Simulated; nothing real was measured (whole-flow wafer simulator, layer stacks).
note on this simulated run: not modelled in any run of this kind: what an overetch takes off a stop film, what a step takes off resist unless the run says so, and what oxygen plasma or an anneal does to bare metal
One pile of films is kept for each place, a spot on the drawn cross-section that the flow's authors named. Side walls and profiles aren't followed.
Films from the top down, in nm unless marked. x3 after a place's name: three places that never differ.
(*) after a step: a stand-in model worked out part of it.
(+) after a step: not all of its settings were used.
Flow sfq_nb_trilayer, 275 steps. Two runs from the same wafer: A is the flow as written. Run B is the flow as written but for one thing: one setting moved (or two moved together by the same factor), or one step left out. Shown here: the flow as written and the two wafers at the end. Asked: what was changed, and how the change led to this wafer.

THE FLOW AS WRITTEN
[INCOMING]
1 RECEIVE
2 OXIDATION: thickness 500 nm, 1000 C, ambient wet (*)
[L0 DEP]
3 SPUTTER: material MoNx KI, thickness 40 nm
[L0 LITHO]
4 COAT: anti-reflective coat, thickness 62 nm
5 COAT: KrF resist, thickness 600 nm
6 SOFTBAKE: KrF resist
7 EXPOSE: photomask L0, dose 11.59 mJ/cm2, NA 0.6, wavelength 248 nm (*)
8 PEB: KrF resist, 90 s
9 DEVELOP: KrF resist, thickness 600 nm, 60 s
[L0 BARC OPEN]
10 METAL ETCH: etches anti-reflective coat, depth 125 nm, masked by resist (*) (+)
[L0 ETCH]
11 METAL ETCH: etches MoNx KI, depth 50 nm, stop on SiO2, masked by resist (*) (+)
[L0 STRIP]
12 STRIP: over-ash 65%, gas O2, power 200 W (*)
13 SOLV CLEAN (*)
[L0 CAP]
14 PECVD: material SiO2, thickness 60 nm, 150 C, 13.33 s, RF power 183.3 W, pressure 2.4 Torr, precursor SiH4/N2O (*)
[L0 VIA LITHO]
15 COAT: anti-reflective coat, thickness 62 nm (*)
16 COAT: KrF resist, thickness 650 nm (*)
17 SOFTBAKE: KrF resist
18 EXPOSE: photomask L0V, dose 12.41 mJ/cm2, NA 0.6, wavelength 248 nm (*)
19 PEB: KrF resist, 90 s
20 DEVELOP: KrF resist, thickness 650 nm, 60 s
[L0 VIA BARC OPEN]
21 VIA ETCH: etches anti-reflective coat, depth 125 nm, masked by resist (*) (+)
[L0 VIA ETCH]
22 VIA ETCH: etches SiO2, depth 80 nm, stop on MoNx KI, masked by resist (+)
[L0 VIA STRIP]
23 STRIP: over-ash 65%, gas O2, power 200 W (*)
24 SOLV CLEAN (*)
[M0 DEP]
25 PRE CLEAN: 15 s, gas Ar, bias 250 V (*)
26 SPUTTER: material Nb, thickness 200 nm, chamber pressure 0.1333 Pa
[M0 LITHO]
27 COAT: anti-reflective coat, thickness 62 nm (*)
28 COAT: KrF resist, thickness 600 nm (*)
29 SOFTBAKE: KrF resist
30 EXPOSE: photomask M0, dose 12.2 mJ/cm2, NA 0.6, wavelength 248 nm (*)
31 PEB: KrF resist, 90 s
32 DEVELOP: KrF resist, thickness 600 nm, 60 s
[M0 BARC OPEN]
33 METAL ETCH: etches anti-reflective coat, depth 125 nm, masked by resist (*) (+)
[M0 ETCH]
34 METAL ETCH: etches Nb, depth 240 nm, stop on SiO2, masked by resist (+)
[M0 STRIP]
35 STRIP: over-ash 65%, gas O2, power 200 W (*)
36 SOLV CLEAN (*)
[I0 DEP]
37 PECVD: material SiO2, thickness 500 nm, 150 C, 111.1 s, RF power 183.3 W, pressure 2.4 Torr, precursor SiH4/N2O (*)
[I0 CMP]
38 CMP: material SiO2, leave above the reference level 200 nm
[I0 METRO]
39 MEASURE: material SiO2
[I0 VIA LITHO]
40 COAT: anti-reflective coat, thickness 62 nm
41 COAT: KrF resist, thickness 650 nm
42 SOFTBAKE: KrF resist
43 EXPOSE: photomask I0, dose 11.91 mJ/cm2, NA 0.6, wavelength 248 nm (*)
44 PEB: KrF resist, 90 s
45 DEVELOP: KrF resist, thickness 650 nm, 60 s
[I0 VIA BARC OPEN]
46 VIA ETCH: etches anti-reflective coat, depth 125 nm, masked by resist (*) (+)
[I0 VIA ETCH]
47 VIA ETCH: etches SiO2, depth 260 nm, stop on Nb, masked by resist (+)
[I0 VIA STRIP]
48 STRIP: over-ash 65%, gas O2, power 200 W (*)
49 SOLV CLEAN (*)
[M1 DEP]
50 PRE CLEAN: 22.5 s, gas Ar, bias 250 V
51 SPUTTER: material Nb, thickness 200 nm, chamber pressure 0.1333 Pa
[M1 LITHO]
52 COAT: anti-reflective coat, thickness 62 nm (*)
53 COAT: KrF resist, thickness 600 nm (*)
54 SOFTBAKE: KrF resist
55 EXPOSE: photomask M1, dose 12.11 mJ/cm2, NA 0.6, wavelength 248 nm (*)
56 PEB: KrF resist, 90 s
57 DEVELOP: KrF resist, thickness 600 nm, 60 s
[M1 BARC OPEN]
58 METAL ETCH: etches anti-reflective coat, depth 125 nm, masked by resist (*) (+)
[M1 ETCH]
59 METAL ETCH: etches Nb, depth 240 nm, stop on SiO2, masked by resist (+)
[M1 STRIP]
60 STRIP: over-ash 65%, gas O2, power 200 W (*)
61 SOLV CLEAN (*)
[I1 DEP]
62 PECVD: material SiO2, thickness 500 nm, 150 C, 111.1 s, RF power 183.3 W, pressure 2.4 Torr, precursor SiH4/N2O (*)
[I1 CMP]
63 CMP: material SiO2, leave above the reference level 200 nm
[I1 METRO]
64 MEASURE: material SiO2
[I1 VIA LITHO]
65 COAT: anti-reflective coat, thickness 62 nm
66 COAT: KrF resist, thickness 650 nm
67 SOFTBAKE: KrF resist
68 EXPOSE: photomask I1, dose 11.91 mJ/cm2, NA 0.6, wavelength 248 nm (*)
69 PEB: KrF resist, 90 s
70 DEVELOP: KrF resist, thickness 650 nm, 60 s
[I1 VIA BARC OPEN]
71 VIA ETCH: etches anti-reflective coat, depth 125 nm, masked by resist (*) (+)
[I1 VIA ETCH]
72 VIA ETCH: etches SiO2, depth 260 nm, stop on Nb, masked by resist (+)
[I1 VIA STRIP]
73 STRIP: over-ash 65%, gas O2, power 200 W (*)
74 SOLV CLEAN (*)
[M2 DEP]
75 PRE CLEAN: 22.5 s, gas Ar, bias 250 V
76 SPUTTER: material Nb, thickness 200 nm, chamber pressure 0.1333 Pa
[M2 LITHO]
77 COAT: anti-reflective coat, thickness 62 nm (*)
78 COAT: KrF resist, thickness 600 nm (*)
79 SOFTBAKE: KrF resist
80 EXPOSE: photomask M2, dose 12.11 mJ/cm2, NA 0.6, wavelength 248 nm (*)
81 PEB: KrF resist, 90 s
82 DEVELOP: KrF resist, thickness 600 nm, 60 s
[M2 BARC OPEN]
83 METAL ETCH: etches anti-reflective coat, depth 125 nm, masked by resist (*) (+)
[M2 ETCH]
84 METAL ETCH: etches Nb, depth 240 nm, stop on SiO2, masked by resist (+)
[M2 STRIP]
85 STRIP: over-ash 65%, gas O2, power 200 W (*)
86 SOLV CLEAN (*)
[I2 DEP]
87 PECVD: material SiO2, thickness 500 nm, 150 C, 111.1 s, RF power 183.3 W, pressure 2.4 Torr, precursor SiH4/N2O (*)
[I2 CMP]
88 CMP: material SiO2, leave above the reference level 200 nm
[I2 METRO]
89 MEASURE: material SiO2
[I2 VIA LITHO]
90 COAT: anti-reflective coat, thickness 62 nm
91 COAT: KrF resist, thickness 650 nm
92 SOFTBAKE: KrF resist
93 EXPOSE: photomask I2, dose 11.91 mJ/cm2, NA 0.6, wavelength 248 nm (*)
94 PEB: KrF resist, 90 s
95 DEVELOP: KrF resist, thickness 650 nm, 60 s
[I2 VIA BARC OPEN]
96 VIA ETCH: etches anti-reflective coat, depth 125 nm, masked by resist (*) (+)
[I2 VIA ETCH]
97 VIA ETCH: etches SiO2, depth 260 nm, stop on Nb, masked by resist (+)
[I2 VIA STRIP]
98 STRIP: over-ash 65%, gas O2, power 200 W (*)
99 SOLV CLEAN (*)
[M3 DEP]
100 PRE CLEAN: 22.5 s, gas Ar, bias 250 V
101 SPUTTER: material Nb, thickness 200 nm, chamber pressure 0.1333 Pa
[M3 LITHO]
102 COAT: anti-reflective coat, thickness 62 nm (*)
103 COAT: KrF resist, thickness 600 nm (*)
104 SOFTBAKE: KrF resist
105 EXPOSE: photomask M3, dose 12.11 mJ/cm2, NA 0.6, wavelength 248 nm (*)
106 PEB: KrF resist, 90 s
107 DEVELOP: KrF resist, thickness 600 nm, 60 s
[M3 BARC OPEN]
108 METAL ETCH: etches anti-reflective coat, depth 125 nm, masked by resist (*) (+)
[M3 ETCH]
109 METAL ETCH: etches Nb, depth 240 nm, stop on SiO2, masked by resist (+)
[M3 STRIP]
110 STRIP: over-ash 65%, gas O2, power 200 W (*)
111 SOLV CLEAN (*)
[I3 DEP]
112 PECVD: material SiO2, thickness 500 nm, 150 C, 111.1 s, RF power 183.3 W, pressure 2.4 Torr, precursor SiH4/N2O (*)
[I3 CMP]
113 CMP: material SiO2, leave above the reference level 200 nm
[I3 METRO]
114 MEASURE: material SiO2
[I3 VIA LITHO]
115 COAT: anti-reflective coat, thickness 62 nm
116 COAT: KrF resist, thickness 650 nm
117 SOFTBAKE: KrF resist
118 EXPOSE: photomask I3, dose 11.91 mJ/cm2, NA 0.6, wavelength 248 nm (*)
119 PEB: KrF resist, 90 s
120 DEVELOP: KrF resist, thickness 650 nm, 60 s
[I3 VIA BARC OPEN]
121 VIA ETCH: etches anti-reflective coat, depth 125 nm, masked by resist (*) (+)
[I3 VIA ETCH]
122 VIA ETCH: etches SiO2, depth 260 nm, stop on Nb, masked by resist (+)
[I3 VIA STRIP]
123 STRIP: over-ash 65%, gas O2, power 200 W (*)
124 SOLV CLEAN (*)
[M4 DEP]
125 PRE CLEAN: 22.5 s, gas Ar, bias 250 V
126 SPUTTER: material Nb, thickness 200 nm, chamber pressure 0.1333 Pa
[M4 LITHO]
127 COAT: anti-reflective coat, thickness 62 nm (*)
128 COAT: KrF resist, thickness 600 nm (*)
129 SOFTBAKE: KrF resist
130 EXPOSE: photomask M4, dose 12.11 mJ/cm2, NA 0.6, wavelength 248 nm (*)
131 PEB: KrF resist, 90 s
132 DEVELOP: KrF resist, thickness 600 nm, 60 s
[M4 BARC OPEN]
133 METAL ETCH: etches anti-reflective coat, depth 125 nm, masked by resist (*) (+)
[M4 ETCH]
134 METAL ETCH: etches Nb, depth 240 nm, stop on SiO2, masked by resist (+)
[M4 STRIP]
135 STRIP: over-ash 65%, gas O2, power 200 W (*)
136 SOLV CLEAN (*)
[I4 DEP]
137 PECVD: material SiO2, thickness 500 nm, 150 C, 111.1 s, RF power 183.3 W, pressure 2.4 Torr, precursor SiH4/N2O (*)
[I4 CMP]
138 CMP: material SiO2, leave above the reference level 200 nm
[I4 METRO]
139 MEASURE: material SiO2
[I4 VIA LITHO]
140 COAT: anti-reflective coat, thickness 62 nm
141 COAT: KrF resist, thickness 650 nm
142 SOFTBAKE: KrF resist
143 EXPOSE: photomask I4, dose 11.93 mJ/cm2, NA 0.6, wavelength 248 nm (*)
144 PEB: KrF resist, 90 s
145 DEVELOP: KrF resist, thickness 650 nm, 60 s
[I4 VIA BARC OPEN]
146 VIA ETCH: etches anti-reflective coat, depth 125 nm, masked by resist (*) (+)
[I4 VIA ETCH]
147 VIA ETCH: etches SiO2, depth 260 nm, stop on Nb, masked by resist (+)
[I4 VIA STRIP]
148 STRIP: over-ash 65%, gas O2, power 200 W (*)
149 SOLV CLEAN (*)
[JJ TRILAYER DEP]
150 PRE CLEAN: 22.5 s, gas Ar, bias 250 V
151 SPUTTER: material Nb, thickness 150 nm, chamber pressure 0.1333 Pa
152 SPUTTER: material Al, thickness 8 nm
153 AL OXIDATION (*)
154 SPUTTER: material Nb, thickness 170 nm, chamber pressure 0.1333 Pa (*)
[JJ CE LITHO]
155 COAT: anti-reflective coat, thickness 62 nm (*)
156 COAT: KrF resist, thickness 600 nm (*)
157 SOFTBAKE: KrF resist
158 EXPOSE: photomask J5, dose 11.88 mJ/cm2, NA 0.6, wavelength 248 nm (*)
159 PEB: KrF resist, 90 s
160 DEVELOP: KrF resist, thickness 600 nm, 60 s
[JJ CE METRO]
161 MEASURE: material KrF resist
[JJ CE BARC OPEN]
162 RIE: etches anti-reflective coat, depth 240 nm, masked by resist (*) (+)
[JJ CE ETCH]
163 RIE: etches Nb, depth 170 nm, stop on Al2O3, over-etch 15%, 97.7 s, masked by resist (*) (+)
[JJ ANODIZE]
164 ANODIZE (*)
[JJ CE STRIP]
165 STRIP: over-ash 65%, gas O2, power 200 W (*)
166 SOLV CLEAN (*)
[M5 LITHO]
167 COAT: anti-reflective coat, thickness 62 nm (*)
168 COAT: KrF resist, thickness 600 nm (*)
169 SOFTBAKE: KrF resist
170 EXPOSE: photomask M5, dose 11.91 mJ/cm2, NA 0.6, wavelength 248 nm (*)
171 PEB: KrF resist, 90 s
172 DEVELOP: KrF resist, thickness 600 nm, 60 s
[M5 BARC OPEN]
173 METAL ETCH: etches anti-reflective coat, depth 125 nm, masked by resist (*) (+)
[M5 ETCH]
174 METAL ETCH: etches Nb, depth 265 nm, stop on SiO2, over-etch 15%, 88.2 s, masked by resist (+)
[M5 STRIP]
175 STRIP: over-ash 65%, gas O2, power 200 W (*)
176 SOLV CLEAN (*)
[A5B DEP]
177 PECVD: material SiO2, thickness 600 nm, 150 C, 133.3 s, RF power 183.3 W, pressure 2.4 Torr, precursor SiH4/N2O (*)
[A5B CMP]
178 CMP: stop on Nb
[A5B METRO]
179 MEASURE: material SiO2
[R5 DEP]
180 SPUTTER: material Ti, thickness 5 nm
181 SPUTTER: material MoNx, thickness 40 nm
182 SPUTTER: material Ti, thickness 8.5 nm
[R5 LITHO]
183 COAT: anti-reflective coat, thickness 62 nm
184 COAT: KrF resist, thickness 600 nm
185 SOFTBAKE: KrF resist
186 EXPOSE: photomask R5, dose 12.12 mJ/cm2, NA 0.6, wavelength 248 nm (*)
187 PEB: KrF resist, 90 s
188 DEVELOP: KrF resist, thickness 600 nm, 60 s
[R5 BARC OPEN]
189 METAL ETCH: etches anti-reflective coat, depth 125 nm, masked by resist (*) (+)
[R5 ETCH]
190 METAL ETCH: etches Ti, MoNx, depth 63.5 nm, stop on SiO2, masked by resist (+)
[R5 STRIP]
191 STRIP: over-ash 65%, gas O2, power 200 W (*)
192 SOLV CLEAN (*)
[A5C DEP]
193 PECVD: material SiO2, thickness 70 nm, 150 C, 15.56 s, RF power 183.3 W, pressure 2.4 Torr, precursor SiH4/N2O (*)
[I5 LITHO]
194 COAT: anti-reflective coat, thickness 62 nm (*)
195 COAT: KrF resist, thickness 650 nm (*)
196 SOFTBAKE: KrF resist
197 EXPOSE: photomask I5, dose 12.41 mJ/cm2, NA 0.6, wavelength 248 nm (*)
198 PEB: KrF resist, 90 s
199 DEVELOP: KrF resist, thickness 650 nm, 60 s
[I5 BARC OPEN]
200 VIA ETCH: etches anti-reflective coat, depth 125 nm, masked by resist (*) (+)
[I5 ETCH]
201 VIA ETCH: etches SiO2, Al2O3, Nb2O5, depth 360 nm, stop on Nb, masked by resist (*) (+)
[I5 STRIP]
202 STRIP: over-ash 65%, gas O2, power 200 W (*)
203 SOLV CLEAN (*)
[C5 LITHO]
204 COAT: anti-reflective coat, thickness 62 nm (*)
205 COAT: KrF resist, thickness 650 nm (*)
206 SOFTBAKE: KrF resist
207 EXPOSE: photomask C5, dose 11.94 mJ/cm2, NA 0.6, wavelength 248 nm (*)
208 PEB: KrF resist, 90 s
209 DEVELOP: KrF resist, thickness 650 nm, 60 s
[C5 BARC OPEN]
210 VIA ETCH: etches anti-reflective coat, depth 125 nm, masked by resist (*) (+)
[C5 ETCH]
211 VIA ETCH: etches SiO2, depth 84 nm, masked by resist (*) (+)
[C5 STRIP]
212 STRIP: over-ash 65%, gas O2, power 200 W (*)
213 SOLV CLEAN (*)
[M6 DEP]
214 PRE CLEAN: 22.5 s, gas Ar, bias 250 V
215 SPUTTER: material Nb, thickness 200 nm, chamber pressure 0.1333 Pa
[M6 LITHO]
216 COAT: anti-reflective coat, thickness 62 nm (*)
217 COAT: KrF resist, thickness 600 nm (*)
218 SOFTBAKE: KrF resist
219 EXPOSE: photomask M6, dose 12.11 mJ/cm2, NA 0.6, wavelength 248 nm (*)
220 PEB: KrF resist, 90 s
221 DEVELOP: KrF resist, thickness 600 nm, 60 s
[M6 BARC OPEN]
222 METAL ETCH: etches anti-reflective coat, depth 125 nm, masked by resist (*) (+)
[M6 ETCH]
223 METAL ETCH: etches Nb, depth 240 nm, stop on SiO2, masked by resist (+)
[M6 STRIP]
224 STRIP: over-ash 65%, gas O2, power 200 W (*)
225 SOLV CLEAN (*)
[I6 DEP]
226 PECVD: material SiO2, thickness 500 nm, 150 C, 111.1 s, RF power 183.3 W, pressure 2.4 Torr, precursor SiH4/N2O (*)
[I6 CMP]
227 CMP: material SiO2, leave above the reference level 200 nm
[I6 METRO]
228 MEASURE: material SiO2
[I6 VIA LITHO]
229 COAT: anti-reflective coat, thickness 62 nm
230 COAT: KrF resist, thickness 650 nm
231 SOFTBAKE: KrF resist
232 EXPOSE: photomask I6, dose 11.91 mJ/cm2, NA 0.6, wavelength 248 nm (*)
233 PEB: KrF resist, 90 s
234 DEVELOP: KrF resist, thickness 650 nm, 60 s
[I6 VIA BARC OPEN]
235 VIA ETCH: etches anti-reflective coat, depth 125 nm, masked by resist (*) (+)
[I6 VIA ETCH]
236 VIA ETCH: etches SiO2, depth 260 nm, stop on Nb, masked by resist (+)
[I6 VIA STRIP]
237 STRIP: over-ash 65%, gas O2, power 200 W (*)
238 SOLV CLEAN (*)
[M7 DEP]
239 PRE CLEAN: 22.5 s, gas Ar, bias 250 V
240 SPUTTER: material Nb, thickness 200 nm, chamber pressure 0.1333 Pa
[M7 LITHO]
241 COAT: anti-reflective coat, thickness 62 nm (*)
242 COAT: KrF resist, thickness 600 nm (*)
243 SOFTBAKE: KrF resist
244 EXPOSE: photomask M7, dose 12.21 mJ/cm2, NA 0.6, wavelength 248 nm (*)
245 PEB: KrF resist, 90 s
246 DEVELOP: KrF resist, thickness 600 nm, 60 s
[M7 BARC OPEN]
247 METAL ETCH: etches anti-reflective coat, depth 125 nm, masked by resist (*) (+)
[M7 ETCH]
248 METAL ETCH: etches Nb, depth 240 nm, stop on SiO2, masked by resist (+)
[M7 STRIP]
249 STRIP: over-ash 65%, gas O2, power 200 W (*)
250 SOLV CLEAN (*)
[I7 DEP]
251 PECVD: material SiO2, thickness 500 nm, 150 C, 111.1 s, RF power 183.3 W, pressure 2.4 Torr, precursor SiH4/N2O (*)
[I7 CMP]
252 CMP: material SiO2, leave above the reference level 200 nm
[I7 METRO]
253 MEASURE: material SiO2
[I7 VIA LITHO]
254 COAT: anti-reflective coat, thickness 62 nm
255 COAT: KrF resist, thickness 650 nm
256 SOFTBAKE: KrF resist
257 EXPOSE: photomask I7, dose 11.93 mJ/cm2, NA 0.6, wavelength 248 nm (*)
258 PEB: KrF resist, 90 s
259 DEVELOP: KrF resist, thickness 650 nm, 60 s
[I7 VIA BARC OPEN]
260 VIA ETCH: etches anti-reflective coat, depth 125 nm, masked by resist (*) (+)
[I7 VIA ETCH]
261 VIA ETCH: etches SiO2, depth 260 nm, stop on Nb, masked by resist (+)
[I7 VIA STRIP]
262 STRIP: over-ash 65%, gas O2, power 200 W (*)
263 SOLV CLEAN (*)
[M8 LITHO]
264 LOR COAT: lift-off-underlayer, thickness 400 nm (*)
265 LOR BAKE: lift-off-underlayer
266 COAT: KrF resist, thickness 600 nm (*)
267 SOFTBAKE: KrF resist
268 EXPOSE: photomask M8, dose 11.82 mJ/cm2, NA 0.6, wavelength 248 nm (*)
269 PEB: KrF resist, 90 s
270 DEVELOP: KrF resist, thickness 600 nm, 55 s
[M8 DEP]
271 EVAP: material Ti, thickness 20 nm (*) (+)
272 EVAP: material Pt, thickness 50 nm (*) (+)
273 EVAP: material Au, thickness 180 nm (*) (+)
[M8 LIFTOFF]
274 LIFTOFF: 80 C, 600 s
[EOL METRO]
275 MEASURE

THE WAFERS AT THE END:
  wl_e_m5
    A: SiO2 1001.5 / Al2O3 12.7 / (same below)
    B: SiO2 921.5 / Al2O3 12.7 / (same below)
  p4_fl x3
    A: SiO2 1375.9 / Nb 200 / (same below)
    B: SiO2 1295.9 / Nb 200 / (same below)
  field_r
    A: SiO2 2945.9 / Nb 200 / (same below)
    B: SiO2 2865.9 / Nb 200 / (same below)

The cause: step 215, SPUTTER: thickness 120 nm was run, where the flow has thickness 200 nm.

How the change led to this, step by step:
  215 SPUTTER: material Nb, thickness 200 nm, chamber pressure 0.1333 Pa
      field_l, v_sur, via_wl and 100 more: A Nb +200 (new film) | B Nb +120 (new film)
      be: A Nb +147.3 | B Nb +88.8
      (and at 2 more places)
  216 COAT: anti-reflective coat, thickness 62 nm (*)
      be: A anti-reflective coat +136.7 (new film) | B anti-reflective coat +130 (new film)
      be_sur: A anti-reflective coat +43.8 (new film) | B anti-reflective coat +42.8 (new film)
      (and at 1 more place)
  223 METAL ETCH: etches Nb, depth 240 nm, stop on SiO2, masked by resist (+)
      field_l, gap, moat and 76 more: A Nb -200 (all of it) | B Nb -120 (all of it)
      v_sur, via_wl, via_w and 24 more: A KrF resist -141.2 | B KrF resist -105.9
  224 STRIP: over-ash 65%, gas O2, power 200 W (*)
      wl_j_sl, wl_j_sr: A KrF resist -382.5 (all of it), anti-reflective coat -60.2 (all of it) | B KrF resist -417.8 (all of it), anti-reflective coat -60.2 (all of it)
      wl_c_m6, wl_f_m6: A KrF resist -382.3 (all of it), anti-reflective coat -62 (all of it) | B KrF resist -417.6 (all of it), anti-reflective coat -62 (all of it)
      (and at 23 more places)
  226 PECVD: material SiO2, thickness 500 nm, 150 C, 111.1 s, RF power 183.3 W, pressure 2.4 Torr, precursor SiH4/N2O (*)
      gap, wl_a_sl, m6r_space_l x2: A SiO2 +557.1 | B SiO2 +500
      be: A SiO2 +693.5 (new film) | B SiO2 +662.9 (new film)
  227 CMP: material SiO2, leave above the reference level 200 nm
      field_l, p4_fl x3, p4_w1 x9 and 49 more: A SiO2 -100 | B SiO2 -180
      moat, field_r, lsp_l, ln_m5, lsp_m: A SiO2 -93.6 | B SiO2 -180
      (and at 13 more places)
